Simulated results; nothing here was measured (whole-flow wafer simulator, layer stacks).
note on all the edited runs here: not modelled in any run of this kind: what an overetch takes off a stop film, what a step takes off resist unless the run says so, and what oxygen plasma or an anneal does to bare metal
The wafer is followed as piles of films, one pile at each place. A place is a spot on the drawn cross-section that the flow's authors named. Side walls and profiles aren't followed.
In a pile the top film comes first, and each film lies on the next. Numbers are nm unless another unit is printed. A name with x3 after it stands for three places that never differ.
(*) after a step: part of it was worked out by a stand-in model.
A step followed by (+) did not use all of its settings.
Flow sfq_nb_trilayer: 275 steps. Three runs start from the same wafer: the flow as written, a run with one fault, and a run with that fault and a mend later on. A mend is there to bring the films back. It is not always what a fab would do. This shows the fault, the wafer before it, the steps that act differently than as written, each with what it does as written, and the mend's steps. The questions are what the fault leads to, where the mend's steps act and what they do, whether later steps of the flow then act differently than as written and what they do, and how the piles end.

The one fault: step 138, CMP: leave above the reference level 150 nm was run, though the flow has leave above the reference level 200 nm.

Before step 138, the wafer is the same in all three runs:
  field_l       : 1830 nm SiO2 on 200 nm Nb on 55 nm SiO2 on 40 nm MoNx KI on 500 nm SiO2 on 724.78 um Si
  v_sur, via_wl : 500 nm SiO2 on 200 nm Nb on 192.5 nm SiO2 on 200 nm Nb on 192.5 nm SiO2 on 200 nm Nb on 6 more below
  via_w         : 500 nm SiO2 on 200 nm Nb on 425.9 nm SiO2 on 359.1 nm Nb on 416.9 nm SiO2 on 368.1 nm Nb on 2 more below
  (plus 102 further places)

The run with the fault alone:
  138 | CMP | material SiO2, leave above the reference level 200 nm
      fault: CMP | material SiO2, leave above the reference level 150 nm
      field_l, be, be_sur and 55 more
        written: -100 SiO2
        fault: -150 SiO2
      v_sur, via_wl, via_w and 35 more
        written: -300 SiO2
        fault: -350 SiO2
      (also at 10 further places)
  Later steps of the flow acting differently than as written (6 other steps are not shown; they differ only slightly, by no more than 2% or 0.5 nm, whichever is larger):
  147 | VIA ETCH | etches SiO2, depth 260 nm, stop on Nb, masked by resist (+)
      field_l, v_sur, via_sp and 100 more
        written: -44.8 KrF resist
        fault: -38.8 KrF resist
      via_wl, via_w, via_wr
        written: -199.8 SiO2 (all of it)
        fault: -149.8 SiO2 (all of it)
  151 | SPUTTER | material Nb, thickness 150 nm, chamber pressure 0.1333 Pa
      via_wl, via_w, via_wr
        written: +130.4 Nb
        fault: +136.2 Nb
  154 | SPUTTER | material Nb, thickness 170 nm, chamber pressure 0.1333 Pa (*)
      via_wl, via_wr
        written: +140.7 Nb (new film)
        fault: +149.4 Nb (new film)
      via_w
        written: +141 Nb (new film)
        fault: +149.7 Nb (new film)
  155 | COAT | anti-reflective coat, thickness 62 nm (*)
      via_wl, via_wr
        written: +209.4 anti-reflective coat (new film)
        fault: +163.1 anti-reflective coat (new film)
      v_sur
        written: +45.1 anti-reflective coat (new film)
        fault: +47.3 anti-reflective coat (new film)
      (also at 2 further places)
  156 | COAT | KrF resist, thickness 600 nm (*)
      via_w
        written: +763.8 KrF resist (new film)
        fault: +716.3 KrF resist (new film)
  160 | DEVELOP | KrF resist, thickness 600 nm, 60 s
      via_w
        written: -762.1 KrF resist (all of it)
        fault: -714.8 KrF resist (all of it)
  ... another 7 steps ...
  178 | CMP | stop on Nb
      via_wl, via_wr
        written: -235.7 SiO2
        fault: -291.5 SiO2
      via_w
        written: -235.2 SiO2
        fault: -291 SiO2
  The piles end different from the flow's at v_sur, via_wl, via_w and 78 more by more than 2% or 0.5 nm, whichever is larger.
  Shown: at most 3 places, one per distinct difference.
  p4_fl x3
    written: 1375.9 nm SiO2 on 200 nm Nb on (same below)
    fault: 1325.9 nm SiO2 on 200 nm Nb on (same below)
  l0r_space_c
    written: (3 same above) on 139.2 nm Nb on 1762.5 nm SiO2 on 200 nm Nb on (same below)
    fault: (3 same above) on 139.2 nm Nb on 1712.5 nm SiO2 on 200 nm Nb on (same below)
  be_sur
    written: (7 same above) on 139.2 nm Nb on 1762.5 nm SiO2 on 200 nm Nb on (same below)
    fault: (7 same above) on 139.2 nm Nb on 1712.5 nm SiO2 on 200 nm Nb on (same below)

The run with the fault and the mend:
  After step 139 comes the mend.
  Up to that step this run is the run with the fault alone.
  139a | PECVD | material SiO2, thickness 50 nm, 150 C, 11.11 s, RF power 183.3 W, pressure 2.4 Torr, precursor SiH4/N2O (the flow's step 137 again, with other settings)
      field_l, v_sur, via_wl and 103 more
        +50 SiO2
  Every later step of the flow that is run acts as written, at every place that is followed, to within 2% or 0.5 nm, whichever is larger.
  At the end the piles are close to the flow's at the places that both follow, differing by at most 2% or 0.5 nm, whichever is larger.
